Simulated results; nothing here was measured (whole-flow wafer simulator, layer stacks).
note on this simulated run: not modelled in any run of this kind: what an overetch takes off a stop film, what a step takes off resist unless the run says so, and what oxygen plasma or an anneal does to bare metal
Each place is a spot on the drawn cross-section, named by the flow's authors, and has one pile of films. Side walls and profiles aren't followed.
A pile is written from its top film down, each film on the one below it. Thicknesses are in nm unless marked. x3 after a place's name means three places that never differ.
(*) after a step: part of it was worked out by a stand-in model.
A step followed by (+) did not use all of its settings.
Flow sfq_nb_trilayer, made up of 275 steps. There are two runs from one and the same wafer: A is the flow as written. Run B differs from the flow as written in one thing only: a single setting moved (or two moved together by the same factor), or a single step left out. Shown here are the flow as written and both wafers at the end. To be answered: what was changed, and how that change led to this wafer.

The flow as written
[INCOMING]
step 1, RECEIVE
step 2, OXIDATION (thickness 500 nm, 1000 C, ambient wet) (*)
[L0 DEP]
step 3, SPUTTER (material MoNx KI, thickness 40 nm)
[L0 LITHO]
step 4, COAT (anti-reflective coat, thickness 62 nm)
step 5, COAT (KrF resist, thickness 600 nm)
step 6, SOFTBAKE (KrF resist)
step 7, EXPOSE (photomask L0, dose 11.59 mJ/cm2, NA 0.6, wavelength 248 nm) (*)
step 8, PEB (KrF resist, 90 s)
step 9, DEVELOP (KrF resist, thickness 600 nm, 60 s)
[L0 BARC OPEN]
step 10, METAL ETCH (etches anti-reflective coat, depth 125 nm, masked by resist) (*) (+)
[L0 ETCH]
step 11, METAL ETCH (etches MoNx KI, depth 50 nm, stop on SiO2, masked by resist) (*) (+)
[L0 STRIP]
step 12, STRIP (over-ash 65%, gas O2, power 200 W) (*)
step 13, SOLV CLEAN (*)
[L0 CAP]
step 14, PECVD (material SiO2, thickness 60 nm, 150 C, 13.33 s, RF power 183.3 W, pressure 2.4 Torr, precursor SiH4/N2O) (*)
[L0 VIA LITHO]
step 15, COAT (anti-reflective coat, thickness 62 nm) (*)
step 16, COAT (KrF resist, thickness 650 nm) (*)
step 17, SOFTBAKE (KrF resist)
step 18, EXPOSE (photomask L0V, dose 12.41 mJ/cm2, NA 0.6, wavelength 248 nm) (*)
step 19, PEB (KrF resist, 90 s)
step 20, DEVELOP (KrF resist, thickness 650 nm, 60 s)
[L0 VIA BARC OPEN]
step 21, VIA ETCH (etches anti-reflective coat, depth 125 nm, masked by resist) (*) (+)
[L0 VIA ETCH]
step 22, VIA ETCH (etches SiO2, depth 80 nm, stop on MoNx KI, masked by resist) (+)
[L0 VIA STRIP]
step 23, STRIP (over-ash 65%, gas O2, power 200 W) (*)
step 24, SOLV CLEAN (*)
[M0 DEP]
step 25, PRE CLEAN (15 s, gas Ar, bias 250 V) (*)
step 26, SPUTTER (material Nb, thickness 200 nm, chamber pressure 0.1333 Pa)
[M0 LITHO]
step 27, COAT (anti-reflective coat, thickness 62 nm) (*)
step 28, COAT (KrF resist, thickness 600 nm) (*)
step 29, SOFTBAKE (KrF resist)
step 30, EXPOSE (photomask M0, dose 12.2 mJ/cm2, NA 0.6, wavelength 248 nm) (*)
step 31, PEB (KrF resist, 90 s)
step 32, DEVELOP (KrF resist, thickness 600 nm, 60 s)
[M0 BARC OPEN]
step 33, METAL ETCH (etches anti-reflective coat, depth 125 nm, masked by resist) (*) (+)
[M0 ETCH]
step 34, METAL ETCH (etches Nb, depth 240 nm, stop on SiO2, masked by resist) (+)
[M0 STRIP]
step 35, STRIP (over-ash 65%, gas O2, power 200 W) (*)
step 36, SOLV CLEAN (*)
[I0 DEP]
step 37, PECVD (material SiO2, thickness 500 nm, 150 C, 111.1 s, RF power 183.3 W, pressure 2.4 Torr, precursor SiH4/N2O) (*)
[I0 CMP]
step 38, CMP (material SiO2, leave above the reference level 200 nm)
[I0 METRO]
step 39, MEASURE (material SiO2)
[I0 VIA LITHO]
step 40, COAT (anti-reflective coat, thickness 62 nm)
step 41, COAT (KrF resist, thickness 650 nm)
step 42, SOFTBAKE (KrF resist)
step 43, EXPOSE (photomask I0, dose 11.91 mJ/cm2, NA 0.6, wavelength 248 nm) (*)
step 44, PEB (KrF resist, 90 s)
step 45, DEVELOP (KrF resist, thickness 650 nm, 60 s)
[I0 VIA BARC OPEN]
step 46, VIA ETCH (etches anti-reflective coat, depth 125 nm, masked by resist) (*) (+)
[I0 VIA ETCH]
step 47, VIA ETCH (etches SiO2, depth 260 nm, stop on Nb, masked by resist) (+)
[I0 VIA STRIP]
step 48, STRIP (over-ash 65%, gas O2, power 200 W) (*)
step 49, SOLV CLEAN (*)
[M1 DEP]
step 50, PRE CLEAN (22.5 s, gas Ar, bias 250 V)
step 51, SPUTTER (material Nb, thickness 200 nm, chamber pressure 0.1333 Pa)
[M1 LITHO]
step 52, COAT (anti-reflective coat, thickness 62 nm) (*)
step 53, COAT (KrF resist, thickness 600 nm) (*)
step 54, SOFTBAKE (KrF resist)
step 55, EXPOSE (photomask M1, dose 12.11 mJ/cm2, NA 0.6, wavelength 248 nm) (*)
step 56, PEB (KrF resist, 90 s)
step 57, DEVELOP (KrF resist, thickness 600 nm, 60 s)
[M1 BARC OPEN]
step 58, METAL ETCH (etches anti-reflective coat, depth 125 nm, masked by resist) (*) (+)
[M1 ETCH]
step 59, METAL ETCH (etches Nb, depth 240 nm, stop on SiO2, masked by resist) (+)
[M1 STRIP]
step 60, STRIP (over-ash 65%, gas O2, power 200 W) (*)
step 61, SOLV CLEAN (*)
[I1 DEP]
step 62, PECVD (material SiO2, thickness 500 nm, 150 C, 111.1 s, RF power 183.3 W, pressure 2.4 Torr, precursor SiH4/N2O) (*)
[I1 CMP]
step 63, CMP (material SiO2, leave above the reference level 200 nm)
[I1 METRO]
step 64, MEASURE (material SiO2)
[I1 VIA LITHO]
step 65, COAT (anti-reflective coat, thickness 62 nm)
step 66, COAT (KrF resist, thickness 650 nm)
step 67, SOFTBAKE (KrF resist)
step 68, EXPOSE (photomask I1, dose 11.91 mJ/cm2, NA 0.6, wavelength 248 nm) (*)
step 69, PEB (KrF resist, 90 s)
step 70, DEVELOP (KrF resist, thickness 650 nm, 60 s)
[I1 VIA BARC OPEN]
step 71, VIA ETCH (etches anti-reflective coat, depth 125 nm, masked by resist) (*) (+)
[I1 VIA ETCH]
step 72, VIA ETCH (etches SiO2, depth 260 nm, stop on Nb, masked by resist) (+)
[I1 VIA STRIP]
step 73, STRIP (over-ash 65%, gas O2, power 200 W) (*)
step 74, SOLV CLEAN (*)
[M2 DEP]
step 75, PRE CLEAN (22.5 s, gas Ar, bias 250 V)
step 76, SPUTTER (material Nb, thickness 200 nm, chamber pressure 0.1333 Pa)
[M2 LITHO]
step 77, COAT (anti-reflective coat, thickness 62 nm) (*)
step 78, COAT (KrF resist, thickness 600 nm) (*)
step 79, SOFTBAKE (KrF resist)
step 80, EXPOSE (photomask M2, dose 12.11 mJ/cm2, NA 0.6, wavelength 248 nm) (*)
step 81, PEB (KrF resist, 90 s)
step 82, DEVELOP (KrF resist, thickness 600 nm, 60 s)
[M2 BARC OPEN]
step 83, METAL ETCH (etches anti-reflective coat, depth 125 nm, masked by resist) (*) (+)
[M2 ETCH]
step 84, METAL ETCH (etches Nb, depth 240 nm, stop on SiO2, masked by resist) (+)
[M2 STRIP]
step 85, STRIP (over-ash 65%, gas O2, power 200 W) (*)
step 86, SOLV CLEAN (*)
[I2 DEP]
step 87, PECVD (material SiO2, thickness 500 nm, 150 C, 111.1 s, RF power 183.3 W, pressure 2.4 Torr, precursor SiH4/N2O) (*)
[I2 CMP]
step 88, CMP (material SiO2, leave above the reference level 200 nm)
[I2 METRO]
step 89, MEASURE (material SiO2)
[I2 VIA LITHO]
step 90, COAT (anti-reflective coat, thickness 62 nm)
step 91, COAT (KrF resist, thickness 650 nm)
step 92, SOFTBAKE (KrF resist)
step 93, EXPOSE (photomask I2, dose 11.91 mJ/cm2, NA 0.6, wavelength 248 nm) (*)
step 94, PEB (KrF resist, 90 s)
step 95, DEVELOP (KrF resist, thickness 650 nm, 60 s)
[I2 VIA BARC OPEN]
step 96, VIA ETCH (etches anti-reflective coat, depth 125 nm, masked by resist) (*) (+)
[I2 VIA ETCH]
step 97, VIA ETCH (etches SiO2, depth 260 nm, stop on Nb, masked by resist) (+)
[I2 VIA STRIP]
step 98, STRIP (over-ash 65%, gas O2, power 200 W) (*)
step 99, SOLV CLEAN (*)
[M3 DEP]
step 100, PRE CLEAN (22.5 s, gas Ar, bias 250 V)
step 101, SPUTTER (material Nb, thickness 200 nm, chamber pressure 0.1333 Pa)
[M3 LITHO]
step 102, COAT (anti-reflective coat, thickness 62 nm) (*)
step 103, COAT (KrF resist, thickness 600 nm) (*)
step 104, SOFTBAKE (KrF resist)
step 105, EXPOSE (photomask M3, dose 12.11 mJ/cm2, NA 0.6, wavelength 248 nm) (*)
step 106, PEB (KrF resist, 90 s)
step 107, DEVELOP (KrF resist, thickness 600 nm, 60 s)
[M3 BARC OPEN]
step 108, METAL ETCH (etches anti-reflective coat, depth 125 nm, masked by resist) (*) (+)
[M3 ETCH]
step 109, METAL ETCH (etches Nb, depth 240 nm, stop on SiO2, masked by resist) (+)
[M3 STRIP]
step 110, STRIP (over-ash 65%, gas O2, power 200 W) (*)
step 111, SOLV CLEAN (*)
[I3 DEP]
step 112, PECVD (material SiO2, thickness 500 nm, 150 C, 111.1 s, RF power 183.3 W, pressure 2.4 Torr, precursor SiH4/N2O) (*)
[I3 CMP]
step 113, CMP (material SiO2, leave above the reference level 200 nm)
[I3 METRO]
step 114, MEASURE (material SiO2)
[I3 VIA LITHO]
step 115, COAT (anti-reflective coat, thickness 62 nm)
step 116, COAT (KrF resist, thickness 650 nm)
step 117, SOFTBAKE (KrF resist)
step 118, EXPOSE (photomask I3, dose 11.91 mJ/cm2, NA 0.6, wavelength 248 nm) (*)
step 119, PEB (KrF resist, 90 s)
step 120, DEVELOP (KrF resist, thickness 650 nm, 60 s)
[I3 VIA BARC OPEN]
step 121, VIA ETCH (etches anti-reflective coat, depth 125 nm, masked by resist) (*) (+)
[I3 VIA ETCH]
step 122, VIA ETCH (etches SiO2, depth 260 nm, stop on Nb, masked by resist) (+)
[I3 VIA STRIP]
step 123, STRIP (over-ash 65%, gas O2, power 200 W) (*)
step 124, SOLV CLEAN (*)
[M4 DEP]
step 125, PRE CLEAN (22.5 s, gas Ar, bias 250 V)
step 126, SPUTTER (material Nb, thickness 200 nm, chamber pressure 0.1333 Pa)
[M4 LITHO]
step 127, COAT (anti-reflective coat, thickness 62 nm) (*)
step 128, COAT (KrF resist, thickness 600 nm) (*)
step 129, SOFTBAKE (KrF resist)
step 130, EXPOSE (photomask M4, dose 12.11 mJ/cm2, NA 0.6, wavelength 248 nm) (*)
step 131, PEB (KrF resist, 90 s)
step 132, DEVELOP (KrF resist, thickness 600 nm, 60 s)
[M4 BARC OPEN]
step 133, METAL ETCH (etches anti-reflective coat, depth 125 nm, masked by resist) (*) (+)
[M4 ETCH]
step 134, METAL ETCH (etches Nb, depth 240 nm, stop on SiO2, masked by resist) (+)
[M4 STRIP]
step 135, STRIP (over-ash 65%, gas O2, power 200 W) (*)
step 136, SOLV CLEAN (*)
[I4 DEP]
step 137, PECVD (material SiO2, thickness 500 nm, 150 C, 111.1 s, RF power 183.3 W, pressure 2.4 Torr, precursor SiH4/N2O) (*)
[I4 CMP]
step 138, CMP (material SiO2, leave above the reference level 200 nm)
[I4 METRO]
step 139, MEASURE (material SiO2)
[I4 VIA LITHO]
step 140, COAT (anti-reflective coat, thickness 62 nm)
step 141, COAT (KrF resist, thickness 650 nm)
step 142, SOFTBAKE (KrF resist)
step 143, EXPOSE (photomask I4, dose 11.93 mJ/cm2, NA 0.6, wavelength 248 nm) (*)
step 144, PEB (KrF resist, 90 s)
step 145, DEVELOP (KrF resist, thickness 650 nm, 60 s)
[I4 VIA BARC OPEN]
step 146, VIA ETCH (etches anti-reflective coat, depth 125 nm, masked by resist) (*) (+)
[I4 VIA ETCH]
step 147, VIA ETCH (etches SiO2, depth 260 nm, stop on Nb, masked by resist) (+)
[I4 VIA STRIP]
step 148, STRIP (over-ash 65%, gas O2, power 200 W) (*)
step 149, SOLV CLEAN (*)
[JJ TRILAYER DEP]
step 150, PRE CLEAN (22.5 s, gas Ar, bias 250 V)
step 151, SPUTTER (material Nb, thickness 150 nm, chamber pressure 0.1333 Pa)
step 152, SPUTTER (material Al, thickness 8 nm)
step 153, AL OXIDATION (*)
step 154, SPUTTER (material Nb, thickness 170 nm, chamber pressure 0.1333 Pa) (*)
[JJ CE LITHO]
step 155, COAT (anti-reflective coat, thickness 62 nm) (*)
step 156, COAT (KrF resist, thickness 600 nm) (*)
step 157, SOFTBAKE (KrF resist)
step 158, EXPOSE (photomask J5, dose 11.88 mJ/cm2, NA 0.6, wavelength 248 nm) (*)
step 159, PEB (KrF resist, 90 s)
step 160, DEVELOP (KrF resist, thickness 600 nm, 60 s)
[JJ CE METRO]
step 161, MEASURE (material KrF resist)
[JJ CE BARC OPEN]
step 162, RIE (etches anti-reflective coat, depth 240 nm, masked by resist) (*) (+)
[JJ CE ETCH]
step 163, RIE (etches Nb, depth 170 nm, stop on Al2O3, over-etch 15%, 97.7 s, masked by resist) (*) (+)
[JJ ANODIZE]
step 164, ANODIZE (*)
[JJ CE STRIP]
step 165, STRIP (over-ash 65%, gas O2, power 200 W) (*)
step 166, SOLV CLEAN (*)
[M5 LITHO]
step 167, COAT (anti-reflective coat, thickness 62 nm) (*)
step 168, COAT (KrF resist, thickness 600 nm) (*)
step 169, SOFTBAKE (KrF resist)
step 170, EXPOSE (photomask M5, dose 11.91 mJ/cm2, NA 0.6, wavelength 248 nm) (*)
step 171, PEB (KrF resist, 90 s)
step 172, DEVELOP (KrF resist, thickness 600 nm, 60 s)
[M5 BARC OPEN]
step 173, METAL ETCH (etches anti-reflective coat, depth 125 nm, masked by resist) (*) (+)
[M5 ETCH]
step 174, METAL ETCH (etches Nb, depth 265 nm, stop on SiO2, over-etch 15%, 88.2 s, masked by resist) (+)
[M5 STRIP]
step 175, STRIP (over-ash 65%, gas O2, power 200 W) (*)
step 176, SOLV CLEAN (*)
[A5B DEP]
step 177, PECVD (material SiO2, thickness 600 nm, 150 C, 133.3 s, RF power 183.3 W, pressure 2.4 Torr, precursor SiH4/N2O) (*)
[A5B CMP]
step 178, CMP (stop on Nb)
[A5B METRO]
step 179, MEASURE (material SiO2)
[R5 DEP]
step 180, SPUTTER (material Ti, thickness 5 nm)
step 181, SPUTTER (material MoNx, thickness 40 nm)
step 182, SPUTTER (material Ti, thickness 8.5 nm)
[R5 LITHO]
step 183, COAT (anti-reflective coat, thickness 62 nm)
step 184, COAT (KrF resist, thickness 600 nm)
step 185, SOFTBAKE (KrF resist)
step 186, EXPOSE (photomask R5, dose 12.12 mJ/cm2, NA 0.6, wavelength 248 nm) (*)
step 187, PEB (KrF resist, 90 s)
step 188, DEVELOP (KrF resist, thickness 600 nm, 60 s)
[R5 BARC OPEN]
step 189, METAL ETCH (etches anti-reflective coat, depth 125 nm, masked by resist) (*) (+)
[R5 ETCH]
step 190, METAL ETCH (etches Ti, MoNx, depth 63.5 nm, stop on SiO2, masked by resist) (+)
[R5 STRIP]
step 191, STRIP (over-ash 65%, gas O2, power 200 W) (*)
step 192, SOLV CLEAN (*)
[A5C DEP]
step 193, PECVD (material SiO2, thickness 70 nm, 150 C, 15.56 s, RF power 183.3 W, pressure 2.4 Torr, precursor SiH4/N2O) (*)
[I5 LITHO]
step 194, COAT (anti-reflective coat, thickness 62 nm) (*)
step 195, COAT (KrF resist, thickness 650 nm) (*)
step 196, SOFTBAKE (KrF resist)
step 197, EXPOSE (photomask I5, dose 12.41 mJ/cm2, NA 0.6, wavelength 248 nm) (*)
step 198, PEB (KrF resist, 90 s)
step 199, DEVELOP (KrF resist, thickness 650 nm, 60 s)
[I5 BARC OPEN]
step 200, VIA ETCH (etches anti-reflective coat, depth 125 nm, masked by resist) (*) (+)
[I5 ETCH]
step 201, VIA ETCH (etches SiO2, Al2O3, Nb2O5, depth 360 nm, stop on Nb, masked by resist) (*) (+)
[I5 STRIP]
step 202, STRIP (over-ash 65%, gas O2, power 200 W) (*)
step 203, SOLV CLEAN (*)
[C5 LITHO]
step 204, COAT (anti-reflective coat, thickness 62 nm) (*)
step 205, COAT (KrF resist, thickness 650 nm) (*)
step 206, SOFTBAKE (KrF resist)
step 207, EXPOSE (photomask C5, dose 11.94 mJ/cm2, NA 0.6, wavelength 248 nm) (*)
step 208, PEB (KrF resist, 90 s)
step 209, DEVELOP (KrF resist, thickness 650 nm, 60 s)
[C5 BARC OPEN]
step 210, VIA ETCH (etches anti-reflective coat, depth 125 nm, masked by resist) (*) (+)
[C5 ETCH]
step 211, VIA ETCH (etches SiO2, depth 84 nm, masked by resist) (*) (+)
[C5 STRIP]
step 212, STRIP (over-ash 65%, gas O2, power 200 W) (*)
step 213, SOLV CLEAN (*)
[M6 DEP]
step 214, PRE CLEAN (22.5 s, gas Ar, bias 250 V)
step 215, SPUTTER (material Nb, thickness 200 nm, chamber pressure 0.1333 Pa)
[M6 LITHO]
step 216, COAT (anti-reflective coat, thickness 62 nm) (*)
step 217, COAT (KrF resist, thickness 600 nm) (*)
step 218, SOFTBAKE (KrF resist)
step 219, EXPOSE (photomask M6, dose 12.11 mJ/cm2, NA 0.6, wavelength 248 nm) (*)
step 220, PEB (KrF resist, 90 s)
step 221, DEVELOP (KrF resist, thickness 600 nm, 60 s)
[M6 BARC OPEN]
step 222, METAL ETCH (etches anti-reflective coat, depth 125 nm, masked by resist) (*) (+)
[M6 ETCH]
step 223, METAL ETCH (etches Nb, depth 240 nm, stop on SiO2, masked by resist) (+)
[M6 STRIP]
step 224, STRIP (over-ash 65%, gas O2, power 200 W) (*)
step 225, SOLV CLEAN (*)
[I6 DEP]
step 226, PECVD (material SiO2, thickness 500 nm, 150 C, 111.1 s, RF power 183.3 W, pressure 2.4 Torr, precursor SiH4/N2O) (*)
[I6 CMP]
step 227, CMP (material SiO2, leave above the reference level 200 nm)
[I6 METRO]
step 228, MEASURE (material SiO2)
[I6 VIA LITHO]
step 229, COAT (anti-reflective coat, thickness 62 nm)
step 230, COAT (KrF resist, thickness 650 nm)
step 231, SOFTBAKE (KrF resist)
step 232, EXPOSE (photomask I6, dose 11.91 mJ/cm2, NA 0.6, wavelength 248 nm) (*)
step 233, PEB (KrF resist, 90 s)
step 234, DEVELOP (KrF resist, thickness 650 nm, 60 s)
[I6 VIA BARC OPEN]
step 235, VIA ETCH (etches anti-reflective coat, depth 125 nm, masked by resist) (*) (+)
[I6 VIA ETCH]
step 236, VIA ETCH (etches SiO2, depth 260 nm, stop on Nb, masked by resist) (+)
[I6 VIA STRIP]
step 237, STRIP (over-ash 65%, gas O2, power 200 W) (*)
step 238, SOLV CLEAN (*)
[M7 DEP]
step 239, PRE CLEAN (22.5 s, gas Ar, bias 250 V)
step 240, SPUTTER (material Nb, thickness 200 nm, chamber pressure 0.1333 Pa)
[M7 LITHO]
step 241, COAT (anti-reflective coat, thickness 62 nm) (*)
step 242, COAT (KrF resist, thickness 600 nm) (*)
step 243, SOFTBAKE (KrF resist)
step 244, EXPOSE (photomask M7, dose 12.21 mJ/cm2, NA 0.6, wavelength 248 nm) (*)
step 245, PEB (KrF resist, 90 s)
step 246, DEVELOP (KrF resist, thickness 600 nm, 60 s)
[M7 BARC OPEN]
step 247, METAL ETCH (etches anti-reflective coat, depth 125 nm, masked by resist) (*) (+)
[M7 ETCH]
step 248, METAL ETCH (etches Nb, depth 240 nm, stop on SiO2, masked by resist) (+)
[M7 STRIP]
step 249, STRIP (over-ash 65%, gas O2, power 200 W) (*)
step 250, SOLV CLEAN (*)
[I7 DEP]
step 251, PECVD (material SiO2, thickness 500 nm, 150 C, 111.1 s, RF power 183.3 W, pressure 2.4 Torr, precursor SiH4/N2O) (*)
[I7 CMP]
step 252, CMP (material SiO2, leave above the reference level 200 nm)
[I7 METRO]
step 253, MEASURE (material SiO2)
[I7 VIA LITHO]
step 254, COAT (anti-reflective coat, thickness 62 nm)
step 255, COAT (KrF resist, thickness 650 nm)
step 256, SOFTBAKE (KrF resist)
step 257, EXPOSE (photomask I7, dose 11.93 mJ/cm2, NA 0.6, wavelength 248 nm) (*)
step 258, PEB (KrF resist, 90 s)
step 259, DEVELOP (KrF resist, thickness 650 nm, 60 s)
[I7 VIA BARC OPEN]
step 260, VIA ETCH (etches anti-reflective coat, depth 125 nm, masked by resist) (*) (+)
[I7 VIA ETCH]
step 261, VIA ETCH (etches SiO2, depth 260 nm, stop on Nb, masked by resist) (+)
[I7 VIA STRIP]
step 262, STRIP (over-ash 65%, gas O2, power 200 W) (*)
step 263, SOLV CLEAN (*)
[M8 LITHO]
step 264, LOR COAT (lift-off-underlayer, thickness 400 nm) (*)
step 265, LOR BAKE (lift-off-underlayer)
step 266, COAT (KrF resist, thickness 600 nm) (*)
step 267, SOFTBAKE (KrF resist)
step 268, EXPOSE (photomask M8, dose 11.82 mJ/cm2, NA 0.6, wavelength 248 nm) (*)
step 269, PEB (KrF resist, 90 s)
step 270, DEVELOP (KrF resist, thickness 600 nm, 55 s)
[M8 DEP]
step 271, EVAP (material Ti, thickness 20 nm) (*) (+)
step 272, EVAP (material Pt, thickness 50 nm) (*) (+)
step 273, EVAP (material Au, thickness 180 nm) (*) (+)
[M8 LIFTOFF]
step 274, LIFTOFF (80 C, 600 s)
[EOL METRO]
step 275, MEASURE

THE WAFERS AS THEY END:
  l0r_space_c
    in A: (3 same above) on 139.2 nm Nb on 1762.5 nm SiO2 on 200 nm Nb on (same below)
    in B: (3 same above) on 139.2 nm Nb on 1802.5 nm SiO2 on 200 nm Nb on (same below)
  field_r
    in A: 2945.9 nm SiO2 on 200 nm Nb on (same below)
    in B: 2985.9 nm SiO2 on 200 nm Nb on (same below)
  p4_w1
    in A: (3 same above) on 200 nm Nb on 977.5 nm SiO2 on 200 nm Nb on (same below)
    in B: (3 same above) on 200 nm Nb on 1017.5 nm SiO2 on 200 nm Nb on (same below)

Cause: step 88, CMP: leave above the reference level 240 nm was run, while the flow as written has leave above the reference level 200 nm.

Step by step, how the change led to this:
  step 88, CMP (material SiO2, leave above the reference level 200 nm)
      field_l, be, be_sur and 81 more: A SiO2 loses 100 | B SiO2 loses 60
      v_sur, via_wl, via_w and 18 more: A SiO2 loses 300 | B SiO2 loses 260
      (also at 1 further place)
  step 97, VIA ETCH (etches SiO2, depth 260 nm, stop on Nb, masked by resist) (+)
      via_w: A SiO2 loses 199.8 (all of it) | B SiO2 loses 239.8 (all of it)
  step 101, SPUTTER (material Nb, thickness 200 nm, chamber pressure 0.1333 Pa)
      via_w: A Nb gains 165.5 | B Nb gains 157
  step 102, COAT (anti-reflective coat, thickness 62 nm) (*)
      via_wl: A anti-reflective coat gains 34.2 (new film) | B anti-reflective coat gains 32.6 (new film)
      via_w: A anti-reflective coat gains 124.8 (new film) | B anti-reflective coat gains 133.4 (new film)
  step 103, COAT (KrF resist, thickness 600 nm) (*)
      via_w: A KrF resist gains 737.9 (new film) | B KrF resist gains 771.1 (new film)
  step 110, STRIP (over-ash 65%, gas O2, power 200 W) (*)
      via_wl: A KrF resist loses 384.2 (all of it), anti-reflective coat loses 34.2 (all of it) | B KrF resist loses 380.5 (all of it), anti-reflective coat loses 32.6 (all of it)
      via_w: A KrF resist loses 520 (all of it), anti-reflective coat loses 124.8 (all of it) | B KrF resist loses 553.1 (all of it), anti-reflective coat loses 133.4 (all of it)
  step 112, PECVD (material SiO2, thickness 500 nm, 150 C, 111.1 s, RF power 183.3 W, pressure 2.4 Torr, precursor SiH4/N2O) (*)
      via_w: A SiO2 gains 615 (new film) | B SiO2 gains 663.6 (new film)
